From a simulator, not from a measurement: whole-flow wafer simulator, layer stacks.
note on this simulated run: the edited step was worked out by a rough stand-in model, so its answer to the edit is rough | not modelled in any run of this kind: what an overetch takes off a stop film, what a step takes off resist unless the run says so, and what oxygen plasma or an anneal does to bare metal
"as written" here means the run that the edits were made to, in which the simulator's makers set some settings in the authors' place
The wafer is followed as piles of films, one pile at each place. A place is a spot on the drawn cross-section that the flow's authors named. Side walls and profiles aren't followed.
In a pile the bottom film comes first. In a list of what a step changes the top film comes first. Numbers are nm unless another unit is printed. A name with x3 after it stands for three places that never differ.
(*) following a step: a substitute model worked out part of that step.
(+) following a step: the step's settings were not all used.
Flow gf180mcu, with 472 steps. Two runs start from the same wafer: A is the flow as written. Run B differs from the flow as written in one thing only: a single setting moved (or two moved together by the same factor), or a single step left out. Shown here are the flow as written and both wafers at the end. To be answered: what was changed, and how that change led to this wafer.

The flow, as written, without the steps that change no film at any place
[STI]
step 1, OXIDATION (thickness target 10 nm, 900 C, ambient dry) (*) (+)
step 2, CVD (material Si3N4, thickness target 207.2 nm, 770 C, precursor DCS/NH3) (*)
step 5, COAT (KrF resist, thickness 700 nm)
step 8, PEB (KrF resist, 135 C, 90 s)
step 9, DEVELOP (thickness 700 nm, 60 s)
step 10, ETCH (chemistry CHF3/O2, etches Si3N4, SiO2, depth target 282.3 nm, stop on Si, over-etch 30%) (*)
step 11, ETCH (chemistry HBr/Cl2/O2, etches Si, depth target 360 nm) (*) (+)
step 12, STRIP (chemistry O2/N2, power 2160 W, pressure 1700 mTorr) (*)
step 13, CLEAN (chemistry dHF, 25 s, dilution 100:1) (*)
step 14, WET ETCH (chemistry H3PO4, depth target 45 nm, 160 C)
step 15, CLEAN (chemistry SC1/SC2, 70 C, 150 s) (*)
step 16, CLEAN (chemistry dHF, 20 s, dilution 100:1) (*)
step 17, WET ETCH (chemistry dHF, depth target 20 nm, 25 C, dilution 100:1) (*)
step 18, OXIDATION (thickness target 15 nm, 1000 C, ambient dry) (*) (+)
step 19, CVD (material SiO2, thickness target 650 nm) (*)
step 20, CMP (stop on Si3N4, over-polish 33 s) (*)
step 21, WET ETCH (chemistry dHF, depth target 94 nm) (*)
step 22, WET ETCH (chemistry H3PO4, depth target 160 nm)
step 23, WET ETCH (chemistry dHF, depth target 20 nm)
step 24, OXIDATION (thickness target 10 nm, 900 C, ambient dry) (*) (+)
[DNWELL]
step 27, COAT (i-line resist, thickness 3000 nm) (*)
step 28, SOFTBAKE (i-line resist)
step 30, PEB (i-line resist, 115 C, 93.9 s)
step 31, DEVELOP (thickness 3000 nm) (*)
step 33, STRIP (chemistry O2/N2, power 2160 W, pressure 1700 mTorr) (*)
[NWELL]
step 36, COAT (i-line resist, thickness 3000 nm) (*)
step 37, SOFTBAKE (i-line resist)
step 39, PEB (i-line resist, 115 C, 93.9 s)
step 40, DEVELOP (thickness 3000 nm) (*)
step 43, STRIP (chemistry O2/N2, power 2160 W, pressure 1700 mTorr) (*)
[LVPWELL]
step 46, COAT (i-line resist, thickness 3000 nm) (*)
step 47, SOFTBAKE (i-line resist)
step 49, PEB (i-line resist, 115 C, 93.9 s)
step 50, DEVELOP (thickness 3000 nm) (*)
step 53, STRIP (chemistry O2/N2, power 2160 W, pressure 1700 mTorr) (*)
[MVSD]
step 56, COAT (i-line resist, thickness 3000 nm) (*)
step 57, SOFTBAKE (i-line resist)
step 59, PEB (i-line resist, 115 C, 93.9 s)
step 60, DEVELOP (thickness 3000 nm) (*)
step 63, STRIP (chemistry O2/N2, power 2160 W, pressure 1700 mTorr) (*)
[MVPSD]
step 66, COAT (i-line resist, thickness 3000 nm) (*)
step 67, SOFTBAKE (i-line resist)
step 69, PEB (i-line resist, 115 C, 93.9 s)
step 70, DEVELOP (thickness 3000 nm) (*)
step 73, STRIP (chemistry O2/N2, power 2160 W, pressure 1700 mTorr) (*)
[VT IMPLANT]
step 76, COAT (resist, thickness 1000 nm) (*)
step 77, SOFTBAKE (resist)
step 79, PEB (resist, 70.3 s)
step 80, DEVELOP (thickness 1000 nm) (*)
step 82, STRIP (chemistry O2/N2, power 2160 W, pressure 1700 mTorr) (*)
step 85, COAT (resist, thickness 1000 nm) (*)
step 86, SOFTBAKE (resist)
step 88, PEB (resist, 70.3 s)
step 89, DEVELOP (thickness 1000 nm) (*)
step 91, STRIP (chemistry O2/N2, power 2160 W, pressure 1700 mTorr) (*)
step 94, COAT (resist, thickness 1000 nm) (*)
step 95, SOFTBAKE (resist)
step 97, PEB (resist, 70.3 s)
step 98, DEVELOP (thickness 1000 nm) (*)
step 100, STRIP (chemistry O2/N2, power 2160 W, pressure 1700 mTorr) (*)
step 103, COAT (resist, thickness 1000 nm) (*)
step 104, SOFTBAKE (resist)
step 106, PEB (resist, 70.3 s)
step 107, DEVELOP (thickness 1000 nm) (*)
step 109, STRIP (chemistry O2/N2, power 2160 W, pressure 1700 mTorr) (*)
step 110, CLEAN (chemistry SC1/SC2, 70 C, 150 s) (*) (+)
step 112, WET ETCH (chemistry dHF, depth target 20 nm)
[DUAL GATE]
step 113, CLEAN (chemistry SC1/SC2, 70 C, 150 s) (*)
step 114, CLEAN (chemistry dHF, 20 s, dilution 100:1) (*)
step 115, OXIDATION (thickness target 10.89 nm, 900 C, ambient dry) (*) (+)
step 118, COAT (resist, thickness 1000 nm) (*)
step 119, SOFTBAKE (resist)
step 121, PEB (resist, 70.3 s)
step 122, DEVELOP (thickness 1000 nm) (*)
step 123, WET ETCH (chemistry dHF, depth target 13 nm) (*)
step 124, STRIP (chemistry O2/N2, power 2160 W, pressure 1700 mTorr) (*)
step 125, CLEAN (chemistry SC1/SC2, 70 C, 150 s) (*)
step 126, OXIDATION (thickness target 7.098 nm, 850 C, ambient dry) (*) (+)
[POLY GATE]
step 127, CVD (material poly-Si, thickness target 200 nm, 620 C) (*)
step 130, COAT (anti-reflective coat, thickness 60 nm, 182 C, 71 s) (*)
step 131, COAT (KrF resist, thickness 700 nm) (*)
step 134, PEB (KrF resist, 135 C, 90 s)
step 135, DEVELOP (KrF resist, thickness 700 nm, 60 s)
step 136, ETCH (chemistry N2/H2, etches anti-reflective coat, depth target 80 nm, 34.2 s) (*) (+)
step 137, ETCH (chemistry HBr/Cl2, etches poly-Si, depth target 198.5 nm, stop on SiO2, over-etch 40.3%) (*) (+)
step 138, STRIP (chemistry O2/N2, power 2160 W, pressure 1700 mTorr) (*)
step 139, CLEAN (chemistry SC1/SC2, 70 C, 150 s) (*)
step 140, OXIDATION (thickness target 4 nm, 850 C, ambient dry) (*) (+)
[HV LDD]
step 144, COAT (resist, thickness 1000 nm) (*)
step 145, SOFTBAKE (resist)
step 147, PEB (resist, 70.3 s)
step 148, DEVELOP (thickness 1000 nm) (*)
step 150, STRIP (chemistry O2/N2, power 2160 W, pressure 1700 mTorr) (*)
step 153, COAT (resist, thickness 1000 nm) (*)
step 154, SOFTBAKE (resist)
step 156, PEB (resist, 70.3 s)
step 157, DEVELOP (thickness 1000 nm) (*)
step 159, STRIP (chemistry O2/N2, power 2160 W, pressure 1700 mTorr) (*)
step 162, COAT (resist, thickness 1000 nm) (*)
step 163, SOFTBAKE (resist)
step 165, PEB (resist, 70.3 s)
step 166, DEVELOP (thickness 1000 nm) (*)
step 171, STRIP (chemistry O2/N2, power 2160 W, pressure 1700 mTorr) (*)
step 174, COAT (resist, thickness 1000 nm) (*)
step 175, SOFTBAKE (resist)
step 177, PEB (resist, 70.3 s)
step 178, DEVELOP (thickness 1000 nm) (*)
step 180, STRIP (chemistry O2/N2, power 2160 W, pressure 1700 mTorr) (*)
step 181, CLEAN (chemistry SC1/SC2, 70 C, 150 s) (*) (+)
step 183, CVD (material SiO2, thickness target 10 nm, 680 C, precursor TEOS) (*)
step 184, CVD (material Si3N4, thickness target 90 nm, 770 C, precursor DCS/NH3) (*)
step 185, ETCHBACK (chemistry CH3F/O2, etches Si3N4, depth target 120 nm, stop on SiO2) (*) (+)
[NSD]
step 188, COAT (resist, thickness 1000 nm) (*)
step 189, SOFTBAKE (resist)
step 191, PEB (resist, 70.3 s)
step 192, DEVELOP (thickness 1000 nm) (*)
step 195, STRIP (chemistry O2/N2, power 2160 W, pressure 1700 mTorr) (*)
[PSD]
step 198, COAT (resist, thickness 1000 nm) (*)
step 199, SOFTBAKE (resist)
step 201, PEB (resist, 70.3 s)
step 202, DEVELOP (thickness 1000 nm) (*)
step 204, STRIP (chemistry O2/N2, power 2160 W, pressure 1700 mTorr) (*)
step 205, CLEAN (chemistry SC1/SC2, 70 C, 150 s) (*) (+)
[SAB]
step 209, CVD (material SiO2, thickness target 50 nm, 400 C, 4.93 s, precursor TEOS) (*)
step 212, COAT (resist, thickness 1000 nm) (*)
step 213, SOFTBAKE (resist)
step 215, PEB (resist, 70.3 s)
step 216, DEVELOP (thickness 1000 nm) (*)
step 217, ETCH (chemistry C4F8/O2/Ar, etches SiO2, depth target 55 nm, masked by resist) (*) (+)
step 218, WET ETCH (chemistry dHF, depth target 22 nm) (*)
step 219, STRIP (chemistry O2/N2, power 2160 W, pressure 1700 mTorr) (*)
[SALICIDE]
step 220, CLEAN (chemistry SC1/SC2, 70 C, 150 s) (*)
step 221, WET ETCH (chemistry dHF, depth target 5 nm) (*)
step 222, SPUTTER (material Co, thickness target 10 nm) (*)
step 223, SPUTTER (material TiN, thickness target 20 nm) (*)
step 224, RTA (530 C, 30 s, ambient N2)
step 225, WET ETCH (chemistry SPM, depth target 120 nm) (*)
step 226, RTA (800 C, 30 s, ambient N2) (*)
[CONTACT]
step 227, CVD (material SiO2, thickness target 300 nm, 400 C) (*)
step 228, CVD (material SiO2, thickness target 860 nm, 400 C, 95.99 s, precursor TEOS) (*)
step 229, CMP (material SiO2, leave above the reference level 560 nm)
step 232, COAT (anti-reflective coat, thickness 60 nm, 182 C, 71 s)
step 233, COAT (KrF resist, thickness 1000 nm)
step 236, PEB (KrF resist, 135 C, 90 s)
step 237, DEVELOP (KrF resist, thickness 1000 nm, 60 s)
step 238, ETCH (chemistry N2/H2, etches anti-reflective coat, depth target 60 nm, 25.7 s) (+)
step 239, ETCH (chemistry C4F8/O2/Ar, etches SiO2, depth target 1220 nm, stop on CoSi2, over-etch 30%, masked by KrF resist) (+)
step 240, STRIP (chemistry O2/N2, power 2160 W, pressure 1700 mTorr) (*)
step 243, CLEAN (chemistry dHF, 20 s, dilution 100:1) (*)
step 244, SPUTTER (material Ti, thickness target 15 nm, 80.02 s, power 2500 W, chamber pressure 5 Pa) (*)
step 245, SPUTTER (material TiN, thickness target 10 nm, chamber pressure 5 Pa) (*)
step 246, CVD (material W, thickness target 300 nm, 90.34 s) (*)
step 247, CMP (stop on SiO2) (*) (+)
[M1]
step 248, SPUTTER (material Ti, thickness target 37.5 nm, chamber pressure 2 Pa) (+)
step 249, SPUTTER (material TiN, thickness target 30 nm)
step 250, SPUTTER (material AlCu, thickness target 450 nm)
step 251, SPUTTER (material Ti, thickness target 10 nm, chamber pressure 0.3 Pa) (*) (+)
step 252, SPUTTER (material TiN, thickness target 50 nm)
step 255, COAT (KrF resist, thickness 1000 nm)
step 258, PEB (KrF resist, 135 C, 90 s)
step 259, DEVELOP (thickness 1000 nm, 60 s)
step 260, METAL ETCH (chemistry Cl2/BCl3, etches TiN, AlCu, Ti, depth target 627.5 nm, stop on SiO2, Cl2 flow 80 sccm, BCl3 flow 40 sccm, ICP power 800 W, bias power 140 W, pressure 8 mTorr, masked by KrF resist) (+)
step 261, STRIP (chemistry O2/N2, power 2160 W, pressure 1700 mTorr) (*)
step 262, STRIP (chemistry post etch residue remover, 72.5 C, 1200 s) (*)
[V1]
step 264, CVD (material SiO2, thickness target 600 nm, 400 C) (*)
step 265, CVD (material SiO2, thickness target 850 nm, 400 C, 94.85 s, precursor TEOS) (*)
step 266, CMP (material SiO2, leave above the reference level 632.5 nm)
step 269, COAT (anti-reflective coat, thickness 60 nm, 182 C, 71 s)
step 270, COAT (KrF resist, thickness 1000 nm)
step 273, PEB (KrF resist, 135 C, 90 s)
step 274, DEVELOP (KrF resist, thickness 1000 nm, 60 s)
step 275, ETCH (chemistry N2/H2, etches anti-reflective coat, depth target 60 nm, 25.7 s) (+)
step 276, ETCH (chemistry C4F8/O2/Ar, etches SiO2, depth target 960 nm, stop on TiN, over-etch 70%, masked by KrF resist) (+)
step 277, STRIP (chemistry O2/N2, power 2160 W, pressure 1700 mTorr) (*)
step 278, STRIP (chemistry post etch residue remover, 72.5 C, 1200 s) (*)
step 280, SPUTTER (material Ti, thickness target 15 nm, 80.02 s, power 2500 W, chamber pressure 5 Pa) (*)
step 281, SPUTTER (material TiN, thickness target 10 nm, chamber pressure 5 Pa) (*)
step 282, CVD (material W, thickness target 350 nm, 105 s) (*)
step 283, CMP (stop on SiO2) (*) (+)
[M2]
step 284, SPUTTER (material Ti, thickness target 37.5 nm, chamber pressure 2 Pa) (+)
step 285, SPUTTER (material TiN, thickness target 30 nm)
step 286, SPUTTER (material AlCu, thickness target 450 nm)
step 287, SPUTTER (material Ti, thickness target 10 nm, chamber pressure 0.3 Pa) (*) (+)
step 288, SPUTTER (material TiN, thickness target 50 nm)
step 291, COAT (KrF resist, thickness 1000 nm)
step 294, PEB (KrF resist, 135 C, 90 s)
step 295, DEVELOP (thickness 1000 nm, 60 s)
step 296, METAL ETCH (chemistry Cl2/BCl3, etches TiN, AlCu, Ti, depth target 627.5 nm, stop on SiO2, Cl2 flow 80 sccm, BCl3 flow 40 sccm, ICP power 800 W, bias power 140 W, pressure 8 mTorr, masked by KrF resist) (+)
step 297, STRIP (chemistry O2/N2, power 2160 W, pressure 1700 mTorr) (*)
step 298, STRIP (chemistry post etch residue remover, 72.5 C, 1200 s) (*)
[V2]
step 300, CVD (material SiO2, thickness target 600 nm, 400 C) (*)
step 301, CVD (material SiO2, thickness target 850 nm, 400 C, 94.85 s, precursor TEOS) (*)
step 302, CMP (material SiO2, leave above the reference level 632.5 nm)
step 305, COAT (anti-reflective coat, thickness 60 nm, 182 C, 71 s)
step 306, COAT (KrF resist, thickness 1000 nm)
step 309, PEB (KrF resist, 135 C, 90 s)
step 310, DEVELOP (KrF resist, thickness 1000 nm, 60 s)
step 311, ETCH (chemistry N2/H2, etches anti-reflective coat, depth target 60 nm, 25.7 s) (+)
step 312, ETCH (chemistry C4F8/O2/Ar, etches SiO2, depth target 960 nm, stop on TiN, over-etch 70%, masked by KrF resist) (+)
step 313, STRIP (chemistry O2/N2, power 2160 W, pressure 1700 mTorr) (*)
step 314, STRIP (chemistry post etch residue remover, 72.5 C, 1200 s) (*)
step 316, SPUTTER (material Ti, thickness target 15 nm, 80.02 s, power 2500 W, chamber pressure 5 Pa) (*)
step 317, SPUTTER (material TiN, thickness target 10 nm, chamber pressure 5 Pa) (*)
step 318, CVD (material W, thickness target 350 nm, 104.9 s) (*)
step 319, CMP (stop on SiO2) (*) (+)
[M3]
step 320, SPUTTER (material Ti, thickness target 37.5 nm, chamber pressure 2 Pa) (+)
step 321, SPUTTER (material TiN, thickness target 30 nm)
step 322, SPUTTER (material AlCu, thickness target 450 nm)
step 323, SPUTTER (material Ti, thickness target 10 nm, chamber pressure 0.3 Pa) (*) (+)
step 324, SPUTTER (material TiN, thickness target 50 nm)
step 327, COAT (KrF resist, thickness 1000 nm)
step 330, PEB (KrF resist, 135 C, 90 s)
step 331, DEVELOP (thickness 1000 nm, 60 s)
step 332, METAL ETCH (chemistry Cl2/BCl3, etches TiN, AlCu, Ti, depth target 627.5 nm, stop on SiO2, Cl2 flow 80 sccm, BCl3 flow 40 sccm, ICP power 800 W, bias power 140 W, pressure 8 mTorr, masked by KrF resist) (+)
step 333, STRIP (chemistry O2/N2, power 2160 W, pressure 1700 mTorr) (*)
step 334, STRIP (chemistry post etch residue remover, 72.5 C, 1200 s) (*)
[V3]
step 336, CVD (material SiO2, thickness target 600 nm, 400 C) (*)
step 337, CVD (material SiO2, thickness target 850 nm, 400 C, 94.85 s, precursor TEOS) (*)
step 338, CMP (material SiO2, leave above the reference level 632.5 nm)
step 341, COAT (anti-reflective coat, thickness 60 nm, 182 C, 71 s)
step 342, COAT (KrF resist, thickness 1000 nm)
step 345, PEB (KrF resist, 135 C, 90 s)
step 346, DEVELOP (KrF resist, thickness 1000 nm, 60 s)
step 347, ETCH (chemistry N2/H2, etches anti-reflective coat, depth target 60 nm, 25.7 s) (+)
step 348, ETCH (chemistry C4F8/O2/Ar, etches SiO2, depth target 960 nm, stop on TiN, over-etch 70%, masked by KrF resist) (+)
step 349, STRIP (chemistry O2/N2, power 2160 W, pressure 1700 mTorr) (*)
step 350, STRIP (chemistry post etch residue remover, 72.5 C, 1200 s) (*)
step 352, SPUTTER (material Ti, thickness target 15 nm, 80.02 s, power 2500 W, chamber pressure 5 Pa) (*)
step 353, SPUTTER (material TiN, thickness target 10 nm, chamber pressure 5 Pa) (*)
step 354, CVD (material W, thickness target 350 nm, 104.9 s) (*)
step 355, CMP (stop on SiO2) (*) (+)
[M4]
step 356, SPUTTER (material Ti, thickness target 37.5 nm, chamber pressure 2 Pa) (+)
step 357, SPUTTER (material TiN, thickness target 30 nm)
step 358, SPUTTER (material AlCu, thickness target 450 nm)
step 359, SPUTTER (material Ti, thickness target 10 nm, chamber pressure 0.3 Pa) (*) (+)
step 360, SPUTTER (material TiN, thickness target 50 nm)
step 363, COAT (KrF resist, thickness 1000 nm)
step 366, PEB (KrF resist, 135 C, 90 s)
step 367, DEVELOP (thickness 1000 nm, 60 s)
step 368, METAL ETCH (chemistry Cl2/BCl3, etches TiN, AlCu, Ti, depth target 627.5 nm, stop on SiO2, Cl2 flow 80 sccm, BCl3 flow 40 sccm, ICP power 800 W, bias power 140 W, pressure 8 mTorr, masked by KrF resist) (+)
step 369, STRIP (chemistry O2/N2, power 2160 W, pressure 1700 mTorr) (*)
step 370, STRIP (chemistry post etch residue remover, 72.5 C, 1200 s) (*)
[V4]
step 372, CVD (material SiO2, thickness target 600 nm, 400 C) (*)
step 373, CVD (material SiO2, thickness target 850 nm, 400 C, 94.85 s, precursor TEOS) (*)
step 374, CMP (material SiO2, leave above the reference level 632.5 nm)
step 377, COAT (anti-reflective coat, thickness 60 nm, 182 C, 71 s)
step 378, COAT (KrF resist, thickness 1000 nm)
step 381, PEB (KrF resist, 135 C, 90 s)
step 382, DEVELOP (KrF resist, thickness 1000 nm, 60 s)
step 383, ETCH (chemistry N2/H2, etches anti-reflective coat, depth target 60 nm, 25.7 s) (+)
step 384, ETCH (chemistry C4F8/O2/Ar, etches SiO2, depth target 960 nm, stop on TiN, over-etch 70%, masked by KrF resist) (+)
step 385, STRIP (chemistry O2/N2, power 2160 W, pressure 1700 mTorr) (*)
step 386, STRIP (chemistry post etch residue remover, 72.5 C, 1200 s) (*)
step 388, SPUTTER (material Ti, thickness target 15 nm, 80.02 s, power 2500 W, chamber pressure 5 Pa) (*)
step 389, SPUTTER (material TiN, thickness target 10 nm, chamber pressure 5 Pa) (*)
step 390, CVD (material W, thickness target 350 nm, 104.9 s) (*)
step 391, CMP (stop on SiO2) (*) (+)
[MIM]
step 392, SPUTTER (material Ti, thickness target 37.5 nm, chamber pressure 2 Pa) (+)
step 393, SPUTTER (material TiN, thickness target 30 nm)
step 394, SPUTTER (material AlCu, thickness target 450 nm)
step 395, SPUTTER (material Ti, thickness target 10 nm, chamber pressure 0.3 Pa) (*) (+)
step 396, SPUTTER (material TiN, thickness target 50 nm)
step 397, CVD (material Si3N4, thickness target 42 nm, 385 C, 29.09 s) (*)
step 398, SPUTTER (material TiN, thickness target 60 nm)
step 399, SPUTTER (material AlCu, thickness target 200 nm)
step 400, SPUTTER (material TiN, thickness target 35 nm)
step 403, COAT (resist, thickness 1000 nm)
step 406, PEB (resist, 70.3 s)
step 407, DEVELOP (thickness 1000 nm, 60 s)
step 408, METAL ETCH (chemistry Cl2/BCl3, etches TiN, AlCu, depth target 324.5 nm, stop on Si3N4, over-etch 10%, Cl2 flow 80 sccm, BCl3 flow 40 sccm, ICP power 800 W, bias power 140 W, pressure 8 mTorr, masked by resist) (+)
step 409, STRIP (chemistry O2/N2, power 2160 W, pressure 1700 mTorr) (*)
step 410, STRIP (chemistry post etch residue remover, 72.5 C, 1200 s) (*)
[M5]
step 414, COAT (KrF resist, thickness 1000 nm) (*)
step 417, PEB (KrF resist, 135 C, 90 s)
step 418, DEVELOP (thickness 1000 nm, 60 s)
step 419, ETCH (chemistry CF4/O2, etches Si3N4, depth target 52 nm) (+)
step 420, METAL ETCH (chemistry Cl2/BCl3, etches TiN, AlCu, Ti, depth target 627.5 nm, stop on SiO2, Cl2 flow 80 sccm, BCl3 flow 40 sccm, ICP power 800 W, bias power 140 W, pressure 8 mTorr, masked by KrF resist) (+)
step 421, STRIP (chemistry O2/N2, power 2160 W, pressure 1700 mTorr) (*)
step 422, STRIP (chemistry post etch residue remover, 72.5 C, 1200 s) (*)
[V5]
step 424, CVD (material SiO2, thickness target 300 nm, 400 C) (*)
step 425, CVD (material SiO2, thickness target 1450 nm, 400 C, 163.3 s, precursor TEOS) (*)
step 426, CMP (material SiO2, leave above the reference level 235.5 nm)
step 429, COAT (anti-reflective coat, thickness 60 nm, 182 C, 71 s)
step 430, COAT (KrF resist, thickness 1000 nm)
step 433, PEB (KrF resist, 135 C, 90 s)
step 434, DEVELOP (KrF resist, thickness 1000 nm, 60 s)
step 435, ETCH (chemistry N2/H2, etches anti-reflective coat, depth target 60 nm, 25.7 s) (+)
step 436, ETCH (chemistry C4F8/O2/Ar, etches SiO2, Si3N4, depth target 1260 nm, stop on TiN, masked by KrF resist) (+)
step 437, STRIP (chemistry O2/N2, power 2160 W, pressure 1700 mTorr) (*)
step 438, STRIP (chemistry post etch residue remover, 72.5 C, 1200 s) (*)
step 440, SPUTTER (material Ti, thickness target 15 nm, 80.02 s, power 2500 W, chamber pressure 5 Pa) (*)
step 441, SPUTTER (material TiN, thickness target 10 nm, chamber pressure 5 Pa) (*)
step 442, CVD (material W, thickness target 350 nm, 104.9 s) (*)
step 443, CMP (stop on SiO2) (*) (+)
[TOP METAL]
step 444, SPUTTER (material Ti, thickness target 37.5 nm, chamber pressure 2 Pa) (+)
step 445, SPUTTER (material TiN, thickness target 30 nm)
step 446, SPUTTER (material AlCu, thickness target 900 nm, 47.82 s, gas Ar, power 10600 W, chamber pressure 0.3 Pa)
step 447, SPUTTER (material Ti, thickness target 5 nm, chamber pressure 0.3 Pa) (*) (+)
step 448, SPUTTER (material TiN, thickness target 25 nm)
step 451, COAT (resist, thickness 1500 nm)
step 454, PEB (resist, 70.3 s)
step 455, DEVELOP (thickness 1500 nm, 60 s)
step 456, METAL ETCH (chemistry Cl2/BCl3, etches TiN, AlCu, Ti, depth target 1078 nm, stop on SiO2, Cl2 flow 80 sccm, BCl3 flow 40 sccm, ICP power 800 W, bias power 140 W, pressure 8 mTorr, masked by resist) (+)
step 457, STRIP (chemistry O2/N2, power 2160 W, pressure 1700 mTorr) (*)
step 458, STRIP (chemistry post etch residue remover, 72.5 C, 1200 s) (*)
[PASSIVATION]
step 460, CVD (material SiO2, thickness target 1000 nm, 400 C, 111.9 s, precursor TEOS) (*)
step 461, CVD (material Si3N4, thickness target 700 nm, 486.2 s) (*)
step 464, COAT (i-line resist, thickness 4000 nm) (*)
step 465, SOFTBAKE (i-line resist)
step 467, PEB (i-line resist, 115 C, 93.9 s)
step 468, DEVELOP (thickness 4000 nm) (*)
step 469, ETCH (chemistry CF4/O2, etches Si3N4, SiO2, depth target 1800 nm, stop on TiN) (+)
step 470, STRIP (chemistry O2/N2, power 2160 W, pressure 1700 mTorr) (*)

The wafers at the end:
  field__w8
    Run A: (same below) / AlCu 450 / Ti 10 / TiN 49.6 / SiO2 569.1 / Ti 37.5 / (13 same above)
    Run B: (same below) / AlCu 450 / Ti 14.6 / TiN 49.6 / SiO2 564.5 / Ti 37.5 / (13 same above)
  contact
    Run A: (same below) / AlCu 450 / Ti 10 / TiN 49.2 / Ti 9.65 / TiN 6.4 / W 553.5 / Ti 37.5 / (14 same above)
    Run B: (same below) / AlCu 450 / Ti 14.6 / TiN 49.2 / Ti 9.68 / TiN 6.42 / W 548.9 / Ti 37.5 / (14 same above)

The reason: step 359, SPUTTER: thickness target 14.6 nm was run, whereas the flow has thickness target 10 nm.
The wafer itself shows it: field__w8 has Ti 14.6, and step 359 as written asks for 10 nm.

Step by step, how the change led to this:
  step 359, SPUTTER (material Ti, thickness target 10 nm, chamber pressure 0.3 Pa) (*) (+)
      field, field__w1, field__w2 and 108 more: A +10 Ti (new film) | B +14.6 Ti (new film)
  step 368, METAL ETCH (chemistry Cl2/BCl3, etches TiN, AlCu, Ti, depth target 627.5 nm, stop on SiO2, Cl2 flow 80 sccm, BCl3 flow 40 sccm, ICP power 800 W, bias power 140 W, pressure 8 mTorr, masked by KrF resist) (+)
      field, field__w1, field__w2 and 103 more: A -50 TiN (all of it), -10 Ti (all of it), -450 AlCu (all of it), -30 TiN (all of it), -37.5 Ti (all of it) | B -50 TiN (all of it), -14.6 Ti (all of it), -450 AlCu (all of it), -30 TiN (all of it), -37.5 Ti (all of it)
